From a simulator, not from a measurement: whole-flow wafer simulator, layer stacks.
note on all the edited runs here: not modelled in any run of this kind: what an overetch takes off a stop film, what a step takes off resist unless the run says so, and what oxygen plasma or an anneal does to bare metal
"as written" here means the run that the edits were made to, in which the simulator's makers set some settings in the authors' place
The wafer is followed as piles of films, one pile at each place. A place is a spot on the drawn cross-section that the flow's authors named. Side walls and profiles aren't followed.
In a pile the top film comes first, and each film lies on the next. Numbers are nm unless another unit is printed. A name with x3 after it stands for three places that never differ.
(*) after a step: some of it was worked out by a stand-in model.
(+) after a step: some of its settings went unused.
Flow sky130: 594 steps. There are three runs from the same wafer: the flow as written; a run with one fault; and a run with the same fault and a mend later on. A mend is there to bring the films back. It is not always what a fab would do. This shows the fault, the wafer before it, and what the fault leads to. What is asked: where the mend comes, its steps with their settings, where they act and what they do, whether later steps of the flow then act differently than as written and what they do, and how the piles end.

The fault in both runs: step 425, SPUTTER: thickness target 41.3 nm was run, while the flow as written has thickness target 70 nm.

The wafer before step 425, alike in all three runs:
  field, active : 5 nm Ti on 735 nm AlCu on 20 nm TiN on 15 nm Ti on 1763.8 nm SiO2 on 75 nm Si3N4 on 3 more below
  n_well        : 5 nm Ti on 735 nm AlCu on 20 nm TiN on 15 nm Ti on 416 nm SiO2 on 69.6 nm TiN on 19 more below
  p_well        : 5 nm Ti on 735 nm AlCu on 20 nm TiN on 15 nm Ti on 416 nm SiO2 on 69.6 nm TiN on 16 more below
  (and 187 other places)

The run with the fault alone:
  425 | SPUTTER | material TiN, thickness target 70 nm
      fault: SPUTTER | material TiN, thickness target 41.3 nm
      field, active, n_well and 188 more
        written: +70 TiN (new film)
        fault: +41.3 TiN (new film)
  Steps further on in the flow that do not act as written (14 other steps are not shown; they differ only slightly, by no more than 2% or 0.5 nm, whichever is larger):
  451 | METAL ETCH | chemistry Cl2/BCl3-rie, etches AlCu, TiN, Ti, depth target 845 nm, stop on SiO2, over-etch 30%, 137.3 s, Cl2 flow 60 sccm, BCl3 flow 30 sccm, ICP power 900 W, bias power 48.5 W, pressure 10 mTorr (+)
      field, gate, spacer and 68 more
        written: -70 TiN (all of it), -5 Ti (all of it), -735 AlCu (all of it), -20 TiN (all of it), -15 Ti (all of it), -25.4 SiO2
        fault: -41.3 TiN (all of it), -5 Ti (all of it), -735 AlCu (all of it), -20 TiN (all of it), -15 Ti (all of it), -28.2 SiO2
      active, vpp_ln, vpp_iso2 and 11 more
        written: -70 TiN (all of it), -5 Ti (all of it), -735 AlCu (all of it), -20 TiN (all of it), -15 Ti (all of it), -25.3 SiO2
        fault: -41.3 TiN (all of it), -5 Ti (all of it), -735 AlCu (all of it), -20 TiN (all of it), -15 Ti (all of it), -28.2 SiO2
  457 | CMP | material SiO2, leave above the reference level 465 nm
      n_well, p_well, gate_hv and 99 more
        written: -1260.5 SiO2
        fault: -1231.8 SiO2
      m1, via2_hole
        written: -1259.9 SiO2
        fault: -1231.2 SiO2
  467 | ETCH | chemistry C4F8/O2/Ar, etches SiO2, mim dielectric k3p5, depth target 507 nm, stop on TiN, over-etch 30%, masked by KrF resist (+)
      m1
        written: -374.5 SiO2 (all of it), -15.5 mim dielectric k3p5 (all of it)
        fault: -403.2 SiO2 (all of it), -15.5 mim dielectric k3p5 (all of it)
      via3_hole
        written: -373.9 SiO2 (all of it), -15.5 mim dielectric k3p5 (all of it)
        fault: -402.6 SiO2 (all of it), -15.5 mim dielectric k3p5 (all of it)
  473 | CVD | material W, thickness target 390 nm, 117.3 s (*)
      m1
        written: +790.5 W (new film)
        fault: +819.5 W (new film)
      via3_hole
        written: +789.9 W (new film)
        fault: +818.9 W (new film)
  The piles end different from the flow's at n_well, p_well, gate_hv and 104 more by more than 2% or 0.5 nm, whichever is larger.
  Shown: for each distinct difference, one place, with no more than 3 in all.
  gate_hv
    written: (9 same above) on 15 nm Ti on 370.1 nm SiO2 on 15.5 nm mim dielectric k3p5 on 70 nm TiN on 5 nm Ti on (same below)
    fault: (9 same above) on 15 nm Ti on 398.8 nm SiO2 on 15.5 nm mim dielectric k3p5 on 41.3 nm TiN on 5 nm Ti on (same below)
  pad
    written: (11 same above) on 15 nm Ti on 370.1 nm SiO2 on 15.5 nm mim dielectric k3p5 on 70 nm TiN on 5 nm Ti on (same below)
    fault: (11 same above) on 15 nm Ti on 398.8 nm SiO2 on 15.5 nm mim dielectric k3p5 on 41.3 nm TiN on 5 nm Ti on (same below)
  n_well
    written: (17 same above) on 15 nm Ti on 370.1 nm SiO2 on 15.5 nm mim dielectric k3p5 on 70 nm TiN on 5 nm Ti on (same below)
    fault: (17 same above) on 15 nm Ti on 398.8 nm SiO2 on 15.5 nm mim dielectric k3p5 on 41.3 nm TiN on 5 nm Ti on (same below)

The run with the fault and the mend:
  After step 425 comes the mend.
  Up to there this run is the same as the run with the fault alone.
  425a | SPUTTER | material TiN, thickness target 28.7 nm (the flow's step 425, run once more with other settings)
      field, active, n_well and 188 more
        +28.7 TiN
  None of the later steps of the flow acts differently than as written at any place that is followed.
  By the end, the piles equal the flow's at every place that both follow.
